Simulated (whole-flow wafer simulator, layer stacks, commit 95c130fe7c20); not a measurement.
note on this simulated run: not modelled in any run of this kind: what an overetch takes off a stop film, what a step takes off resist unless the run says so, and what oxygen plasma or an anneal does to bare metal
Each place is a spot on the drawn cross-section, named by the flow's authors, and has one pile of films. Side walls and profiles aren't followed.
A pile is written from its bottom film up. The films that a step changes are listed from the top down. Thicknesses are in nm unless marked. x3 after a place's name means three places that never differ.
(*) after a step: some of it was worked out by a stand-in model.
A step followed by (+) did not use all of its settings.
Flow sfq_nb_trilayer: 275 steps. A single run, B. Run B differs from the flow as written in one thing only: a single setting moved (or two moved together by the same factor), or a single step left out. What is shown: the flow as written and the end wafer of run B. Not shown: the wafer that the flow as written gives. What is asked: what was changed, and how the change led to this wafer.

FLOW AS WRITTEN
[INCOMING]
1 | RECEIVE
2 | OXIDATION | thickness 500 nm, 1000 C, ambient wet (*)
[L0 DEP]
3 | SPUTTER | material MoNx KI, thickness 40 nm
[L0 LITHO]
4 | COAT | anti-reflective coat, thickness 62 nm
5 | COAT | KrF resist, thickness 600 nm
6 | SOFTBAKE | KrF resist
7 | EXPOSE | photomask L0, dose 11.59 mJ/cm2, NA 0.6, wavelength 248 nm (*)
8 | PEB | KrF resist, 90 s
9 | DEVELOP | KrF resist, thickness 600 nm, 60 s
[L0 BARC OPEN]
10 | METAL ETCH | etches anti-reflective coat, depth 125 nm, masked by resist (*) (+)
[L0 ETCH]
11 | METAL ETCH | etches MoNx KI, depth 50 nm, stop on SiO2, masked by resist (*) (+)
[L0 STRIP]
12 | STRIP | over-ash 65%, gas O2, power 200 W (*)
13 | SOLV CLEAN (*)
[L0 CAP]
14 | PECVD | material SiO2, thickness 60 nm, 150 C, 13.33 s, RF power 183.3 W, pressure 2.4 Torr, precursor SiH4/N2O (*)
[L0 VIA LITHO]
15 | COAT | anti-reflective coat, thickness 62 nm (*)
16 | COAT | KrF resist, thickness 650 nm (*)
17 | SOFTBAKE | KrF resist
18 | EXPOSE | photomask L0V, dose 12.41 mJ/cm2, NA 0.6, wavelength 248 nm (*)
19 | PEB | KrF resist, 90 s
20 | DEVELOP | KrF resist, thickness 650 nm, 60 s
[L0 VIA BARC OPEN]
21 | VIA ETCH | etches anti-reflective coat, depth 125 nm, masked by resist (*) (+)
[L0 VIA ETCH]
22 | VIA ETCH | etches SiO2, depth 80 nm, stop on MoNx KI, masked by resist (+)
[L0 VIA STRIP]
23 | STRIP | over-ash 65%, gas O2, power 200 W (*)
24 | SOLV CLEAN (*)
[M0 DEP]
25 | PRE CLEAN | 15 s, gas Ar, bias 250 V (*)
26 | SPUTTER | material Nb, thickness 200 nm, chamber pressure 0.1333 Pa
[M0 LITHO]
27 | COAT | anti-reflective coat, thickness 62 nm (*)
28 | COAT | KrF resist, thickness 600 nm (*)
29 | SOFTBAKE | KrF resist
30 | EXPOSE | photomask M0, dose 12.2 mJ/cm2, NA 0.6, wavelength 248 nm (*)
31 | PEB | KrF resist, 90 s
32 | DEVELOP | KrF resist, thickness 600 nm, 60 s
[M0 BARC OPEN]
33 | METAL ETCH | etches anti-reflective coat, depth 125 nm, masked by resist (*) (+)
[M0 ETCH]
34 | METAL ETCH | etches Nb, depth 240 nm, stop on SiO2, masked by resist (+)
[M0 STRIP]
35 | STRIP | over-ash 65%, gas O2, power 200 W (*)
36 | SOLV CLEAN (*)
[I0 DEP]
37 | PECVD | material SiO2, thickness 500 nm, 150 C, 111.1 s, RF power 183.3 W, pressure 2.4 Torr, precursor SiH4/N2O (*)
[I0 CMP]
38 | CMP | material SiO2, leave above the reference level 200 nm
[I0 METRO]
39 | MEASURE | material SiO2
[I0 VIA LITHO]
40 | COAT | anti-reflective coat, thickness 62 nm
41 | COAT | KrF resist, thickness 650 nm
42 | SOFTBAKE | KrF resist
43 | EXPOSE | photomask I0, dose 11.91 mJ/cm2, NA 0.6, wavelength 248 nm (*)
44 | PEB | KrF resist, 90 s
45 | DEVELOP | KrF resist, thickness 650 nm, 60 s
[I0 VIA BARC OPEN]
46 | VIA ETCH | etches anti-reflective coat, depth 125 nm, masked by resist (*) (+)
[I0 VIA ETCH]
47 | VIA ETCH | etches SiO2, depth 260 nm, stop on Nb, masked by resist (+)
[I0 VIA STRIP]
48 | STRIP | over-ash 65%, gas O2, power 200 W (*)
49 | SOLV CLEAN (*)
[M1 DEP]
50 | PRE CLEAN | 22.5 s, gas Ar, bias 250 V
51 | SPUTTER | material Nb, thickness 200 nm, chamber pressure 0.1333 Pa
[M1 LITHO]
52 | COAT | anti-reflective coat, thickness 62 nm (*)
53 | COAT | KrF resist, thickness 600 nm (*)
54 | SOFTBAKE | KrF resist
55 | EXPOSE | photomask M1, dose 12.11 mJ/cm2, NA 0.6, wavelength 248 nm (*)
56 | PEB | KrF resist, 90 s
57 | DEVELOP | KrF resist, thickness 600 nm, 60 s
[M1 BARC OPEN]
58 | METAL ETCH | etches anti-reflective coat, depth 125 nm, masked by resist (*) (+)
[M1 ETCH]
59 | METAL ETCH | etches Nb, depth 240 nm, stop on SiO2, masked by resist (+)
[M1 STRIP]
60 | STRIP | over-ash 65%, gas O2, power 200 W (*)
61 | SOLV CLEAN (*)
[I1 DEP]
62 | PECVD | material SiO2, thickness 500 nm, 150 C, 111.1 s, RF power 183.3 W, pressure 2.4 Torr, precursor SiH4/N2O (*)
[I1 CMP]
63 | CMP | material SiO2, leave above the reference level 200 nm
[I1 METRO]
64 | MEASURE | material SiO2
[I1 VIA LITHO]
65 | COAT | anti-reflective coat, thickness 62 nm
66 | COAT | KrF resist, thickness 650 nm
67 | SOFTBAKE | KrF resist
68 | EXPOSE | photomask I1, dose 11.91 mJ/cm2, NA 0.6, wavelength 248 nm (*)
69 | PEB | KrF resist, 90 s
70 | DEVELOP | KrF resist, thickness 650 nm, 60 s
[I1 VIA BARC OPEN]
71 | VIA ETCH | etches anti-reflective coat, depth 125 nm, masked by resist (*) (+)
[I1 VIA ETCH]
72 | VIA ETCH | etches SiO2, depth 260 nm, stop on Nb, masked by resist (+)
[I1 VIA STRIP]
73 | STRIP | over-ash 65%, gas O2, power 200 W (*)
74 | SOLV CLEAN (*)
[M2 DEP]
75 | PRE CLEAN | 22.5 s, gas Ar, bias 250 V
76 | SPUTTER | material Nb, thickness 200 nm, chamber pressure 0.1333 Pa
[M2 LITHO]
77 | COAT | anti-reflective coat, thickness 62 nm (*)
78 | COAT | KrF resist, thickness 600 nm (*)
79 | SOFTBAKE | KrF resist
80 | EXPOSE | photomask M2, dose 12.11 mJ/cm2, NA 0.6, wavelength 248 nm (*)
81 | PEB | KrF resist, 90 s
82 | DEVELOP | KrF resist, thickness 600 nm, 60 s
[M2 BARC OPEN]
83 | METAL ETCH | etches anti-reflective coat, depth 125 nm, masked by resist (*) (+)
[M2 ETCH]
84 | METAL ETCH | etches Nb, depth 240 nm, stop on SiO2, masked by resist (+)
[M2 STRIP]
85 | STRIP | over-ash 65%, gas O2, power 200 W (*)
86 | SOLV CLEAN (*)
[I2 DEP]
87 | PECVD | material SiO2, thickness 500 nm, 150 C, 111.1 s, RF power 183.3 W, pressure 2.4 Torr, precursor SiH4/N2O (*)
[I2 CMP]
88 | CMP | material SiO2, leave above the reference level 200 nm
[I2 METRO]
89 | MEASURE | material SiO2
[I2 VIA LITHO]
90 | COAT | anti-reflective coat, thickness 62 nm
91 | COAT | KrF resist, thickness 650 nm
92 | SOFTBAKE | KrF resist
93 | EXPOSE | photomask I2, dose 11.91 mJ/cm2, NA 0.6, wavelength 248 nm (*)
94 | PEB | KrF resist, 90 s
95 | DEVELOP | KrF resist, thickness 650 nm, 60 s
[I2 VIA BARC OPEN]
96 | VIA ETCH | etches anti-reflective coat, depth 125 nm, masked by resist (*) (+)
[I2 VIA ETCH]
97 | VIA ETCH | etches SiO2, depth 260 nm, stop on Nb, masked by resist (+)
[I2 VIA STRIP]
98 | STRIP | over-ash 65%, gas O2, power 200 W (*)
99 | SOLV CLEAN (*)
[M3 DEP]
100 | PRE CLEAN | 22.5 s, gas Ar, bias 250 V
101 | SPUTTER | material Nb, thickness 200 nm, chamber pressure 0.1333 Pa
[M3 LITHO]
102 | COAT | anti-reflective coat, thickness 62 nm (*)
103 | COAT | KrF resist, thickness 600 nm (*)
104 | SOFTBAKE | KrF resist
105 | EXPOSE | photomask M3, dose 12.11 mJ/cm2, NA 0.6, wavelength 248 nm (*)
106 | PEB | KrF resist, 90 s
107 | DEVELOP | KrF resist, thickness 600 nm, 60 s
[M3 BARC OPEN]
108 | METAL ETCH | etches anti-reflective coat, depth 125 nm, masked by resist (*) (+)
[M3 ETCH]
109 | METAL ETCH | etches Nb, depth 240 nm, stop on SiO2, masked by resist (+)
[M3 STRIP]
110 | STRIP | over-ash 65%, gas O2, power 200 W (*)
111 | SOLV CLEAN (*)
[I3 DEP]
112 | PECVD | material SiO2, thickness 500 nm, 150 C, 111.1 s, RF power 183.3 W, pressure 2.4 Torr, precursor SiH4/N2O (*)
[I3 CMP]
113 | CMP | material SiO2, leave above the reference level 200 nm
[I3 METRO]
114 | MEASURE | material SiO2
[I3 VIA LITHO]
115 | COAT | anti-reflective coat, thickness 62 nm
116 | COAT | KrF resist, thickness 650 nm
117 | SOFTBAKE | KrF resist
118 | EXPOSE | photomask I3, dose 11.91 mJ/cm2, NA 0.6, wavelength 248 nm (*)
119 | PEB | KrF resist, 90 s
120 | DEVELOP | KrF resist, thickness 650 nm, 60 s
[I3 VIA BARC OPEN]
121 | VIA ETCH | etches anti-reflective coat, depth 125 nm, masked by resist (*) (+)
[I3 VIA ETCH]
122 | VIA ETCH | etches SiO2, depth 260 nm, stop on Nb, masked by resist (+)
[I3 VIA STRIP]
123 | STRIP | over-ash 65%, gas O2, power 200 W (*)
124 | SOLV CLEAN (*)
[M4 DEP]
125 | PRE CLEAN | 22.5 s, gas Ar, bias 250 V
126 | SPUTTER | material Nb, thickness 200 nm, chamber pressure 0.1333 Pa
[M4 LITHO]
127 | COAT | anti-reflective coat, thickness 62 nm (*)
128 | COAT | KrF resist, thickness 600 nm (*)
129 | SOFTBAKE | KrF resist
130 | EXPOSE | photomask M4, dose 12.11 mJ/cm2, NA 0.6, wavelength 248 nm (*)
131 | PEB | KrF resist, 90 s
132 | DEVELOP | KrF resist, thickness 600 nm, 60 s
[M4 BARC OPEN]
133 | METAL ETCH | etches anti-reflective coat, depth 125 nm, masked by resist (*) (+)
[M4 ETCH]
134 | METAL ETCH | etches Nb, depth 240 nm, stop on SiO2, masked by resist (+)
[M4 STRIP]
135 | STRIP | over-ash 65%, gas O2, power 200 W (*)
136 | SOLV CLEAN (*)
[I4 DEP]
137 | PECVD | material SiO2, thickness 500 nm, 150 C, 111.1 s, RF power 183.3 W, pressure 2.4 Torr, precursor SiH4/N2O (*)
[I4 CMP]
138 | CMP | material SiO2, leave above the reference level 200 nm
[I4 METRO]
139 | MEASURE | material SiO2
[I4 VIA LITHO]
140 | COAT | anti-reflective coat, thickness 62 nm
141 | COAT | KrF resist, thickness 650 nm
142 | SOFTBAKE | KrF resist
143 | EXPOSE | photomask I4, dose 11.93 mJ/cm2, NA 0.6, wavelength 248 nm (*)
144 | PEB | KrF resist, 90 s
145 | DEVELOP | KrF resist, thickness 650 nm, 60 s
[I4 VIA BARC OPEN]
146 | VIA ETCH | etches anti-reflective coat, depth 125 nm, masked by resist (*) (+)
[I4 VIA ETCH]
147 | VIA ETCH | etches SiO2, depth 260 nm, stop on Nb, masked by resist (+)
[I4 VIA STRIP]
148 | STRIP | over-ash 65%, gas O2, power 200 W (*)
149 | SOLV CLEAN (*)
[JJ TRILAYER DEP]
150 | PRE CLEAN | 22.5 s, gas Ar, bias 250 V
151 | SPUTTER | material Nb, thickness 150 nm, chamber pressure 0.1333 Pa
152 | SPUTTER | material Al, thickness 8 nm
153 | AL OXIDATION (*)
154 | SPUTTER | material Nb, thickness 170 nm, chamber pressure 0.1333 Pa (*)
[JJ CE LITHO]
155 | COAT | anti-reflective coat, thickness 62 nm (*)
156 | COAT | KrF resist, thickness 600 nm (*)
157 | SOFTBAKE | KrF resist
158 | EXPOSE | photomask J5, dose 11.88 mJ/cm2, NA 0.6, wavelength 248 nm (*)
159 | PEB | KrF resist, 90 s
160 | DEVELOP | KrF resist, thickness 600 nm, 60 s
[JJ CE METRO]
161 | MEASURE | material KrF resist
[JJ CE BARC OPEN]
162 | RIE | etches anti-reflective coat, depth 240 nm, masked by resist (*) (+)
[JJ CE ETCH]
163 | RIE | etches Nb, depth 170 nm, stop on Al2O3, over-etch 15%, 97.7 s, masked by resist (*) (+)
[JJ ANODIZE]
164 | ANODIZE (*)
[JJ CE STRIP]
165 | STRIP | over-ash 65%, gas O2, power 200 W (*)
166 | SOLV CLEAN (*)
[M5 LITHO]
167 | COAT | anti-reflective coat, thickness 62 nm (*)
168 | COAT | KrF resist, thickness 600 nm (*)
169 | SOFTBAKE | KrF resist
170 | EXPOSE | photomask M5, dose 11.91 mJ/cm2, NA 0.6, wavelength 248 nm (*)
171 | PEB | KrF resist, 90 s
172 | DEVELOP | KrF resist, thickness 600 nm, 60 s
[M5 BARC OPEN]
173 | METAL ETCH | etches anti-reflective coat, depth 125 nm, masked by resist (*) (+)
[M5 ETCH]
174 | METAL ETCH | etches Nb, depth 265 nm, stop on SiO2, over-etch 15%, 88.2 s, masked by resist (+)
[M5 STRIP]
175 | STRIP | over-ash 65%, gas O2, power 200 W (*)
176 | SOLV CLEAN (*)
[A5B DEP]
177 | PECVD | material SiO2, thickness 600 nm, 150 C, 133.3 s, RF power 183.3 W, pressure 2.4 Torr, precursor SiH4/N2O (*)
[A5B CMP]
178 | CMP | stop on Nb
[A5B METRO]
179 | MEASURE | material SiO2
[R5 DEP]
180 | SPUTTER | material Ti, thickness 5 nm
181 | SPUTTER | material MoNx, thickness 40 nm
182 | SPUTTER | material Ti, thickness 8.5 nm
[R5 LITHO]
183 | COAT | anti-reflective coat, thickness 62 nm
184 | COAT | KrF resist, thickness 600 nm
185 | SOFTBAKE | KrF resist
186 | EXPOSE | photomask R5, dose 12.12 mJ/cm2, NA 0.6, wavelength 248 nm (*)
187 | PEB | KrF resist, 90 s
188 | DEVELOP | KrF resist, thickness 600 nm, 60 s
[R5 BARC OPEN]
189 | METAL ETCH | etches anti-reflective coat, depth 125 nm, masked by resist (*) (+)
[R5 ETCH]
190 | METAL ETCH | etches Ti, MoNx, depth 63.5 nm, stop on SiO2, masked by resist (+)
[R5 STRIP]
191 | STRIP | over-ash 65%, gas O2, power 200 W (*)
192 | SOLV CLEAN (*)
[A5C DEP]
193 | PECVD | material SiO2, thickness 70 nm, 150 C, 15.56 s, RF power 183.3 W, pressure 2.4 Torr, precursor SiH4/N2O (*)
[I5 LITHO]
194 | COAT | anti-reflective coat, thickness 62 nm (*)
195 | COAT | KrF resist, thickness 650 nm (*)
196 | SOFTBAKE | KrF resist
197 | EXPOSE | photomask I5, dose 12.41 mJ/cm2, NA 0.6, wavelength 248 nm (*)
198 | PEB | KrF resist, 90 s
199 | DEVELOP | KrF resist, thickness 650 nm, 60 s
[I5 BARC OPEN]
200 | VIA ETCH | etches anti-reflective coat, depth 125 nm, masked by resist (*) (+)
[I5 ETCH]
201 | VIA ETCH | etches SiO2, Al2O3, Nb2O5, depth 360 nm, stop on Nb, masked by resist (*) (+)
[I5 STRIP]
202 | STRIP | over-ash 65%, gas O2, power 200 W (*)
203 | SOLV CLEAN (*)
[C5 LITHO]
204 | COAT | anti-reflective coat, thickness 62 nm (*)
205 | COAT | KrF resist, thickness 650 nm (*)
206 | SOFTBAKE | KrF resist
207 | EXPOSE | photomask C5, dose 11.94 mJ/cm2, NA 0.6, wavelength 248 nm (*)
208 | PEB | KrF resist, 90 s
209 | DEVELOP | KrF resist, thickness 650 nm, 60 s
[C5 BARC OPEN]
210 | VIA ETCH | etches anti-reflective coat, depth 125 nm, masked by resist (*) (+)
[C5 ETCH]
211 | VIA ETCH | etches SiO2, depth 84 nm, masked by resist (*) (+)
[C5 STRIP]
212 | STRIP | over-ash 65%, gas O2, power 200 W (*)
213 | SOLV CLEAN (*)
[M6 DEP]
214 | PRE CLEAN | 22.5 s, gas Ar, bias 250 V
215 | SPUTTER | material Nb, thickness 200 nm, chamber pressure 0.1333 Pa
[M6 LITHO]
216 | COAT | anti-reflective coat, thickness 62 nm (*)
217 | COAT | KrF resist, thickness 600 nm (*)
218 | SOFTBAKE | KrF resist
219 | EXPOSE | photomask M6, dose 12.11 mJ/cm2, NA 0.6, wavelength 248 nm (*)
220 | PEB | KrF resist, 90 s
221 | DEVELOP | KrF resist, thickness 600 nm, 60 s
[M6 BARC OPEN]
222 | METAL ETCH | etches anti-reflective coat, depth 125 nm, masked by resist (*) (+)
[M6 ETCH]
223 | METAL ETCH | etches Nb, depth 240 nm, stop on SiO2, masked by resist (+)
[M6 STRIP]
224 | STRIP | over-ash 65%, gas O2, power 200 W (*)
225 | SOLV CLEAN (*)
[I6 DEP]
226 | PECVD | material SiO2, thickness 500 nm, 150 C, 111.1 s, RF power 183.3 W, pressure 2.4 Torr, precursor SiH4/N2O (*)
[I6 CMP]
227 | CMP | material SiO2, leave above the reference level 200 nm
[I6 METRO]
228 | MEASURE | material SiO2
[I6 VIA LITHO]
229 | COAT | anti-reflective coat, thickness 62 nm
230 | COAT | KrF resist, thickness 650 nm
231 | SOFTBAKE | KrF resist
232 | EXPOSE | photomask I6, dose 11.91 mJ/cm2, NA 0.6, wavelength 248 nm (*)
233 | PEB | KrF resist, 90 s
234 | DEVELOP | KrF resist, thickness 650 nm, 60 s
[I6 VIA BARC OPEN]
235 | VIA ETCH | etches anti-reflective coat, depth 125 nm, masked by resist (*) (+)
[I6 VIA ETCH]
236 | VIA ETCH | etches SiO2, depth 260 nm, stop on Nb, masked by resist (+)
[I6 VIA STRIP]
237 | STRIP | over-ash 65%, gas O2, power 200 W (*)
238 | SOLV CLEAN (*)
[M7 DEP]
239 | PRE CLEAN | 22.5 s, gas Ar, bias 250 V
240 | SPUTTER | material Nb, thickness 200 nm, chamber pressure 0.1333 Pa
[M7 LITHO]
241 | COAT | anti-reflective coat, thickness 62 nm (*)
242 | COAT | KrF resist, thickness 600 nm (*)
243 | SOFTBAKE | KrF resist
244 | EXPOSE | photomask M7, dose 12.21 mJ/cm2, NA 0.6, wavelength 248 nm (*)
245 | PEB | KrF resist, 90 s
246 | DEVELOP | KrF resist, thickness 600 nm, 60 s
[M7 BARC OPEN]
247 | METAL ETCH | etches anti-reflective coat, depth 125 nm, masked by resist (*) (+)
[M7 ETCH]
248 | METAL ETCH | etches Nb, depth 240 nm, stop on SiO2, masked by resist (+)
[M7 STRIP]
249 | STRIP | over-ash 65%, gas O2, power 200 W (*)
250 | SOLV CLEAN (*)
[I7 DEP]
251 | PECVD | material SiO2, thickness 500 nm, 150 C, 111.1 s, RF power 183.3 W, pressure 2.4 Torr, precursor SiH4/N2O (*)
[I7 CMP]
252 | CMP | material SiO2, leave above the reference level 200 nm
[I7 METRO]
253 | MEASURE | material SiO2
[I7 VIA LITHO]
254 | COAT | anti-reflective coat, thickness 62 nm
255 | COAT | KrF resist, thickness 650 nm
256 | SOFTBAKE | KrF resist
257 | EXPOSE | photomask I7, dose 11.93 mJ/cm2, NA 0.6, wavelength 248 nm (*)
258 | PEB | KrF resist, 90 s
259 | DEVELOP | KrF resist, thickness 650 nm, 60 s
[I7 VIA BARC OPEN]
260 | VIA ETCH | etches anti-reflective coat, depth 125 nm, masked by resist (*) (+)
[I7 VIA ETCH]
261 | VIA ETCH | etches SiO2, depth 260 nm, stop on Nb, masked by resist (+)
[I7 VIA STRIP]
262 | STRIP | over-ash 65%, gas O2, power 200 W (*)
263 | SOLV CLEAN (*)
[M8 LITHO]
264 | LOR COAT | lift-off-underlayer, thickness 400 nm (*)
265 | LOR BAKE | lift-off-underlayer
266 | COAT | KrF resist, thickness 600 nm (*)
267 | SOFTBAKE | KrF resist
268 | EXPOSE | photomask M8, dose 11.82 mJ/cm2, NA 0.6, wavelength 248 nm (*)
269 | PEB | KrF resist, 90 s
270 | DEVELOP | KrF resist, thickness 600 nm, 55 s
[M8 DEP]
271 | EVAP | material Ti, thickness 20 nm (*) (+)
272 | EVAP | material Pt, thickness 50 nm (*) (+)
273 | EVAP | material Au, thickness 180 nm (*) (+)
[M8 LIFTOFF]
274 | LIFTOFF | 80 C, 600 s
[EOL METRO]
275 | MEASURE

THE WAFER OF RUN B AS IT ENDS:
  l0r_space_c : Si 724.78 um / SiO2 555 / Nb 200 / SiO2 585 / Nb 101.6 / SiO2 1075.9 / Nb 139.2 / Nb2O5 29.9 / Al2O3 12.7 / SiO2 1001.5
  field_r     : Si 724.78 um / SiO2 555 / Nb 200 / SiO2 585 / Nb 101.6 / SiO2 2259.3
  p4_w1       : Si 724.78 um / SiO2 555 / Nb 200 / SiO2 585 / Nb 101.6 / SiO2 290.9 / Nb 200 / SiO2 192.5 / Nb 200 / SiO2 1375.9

The reason: step 84, METAL ETCH: depth 98.4 nm was run, while the flow as written has depth 240 nm.

Step by step, how the change led to this:
  84 | METAL ETCH | etches Nb, depth 240 nm, stop on SiO2, masked by resist (+)
      field_l, be, be_sur and 81 more: -98.4 Nb (as written it would have been: -200 Nb (all of it))
      v_sur, via_wl, via_w and 19 more: -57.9 KrF resist (as written it would have been: -141.2 KrF resist)
  85 | STRIP | over-ash 65%, gas O2, power 200 W (*)
      wl_j_sl, wl_jj, wl_j_sr and 12 more: -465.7 KrF resist (all of it), -62 anti-reflective coat (all of it) (as written it would have been: -382.4 KrF resist (all of it), -62 anti-reflective coat (all of it))
      v_sur: -463.3 KrF resist (all of it), -61.4 anti-reflective coat (all of it) (as written it would have been: -380 KrF resist (all of it), -61.4 anti-reflective coat (all of it))
      (as well as at 6 more places)
  87 | PECVD | material SiO2, thickness 500 nm, 150 C, 111.1 s, RF power 183.3 W, pressure 2.4 Torr, precursor SiH4/N2O (*)
      field_l, be, be_sur and 81 more: +500 SiO2 (new film) (as written it would have been: +500 SiO2)
  88 | CMP | material SiO2, leave above the reference level 200 nm
      field_l, be, be_sur and 81 more: -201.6 SiO2 (as written it would have been: -100 SiO2)
If metal films that touch count as one body, l0r_space_c has 3 bodies (between them, from the top down: SiO2 1075.9; SiO2 585); the flow as written gives 2 bodies (between them, from the top down: SiO2 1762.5).
If metal films that touch count as one body, field_r has 2 bodies (between them, from the top down: SiO2 585); the flow as written gives 1 body.
If metal films that touch count as one body, p4_w1 has 4 bodies (between them, from the top down: SiO2 192.5; SiO2 290.9; SiO2 585); the flow as written gives 3 bodies (between them, from the top down: SiO2 192.5; SiO2 977.5).
